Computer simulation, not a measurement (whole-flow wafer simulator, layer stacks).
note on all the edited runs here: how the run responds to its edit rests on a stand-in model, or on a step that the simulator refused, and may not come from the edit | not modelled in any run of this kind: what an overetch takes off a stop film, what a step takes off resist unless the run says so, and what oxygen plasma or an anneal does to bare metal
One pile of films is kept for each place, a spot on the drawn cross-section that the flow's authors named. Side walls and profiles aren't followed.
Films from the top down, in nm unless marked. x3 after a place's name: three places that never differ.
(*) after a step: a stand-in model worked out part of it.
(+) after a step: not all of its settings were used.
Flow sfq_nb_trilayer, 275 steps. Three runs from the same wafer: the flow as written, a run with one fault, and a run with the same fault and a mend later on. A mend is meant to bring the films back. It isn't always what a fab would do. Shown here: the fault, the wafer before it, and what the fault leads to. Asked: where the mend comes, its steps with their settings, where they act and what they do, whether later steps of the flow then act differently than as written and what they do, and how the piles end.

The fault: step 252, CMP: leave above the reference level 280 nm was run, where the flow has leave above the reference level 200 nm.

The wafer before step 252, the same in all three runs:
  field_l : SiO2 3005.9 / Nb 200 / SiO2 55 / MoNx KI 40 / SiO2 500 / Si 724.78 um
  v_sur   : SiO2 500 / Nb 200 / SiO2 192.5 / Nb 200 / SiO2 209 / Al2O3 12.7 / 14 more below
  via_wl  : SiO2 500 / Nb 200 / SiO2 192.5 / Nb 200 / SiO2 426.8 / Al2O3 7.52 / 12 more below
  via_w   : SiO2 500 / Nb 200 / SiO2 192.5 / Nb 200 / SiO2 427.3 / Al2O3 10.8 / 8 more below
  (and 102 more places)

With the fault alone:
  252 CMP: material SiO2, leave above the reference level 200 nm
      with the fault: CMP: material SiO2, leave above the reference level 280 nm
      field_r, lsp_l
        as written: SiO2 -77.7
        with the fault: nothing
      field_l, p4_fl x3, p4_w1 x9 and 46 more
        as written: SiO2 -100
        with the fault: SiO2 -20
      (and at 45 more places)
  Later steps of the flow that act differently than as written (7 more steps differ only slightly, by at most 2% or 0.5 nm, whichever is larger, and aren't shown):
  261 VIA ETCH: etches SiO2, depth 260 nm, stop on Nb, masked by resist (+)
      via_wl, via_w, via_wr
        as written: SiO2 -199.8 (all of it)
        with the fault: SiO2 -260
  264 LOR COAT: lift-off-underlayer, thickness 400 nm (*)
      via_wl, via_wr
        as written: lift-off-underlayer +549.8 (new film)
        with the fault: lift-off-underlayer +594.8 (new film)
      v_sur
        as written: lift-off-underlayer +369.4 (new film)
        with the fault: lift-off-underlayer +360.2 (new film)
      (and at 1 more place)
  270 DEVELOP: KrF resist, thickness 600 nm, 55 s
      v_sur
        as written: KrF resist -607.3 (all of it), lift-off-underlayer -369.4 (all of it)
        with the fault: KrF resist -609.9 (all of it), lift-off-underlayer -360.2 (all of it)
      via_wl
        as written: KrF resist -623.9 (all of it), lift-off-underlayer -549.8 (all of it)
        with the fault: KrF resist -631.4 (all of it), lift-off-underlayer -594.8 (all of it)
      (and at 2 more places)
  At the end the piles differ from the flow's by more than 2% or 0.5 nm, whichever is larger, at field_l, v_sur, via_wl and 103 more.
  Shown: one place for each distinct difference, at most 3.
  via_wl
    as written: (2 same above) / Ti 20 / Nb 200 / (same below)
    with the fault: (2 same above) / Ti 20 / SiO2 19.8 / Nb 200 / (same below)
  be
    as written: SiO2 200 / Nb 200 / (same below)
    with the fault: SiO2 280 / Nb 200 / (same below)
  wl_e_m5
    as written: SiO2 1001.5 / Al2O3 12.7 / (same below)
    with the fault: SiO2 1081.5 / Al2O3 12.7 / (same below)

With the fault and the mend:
  The mend comes after step 259.
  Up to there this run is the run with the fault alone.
  259a STRIP: over-ash 65%, gas O2, power 200 W (*)
      field_l, v_sur, via_sp and 90 more
        KrF resist -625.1 (all of it), anti-reflective coat -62 (all of it)
      r_sur, res, ln_m6, lsp_r
        KrF resist -625 (all of it), anti-reflective coat -62 (all of it)
      via_wl, via_w, via_wr
        anti-reflective coat -62 (all of it)
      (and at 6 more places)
  259b CMP: material SiO2, leave above the reference level 200 nm (the flow's step 252 once more)
      field_l, v_sur, via_wl and 101 more
        SiO2 -80
      field_r, lsp_l
        SiO2 -77.7
  259c COAT: anti-reflective coat, thickness 62 nm (the flow's step 254 once more)
      field_l, v_sur, via_wl and 103 more
        anti-reflective coat +62 (new film)
  259d COAT: KrF resist, thickness 650 nm (the flow's step 255 once more)
      field_l, v_sur, via_wl and 103 more
        KrF resist +650 (new film)
  259e SOFTBAKE: KrF resist (the flow's step 256 once more)
      changes no film at any place that is followed
  259f EXPOSE: photomask I7, dose 11.93 mJ/cm2, NA 0.6, wavelength 248 nm (*) (the flow's step 257 once more)
      changes no film at any place that is followed
  259g PEB: KrF resist, 90 s (the flow's step 258 once more)
      field_l, v_sur, via_wl and 103 more
        KrF resist -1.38
  259h DEVELOP: KrF resist, thickness 650 nm, 60 s (the flow's step 259 once more)
      field_l, v_sur, via_sp and 100 more
        KrF resist -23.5
      via_wl, via_w, via_wr
        KrF resist -648.6 (all of it)
  No later step of the flow acts differently than as written at any place that is followed.
  At the end the piles are the same as the flow's at every place that both follow.
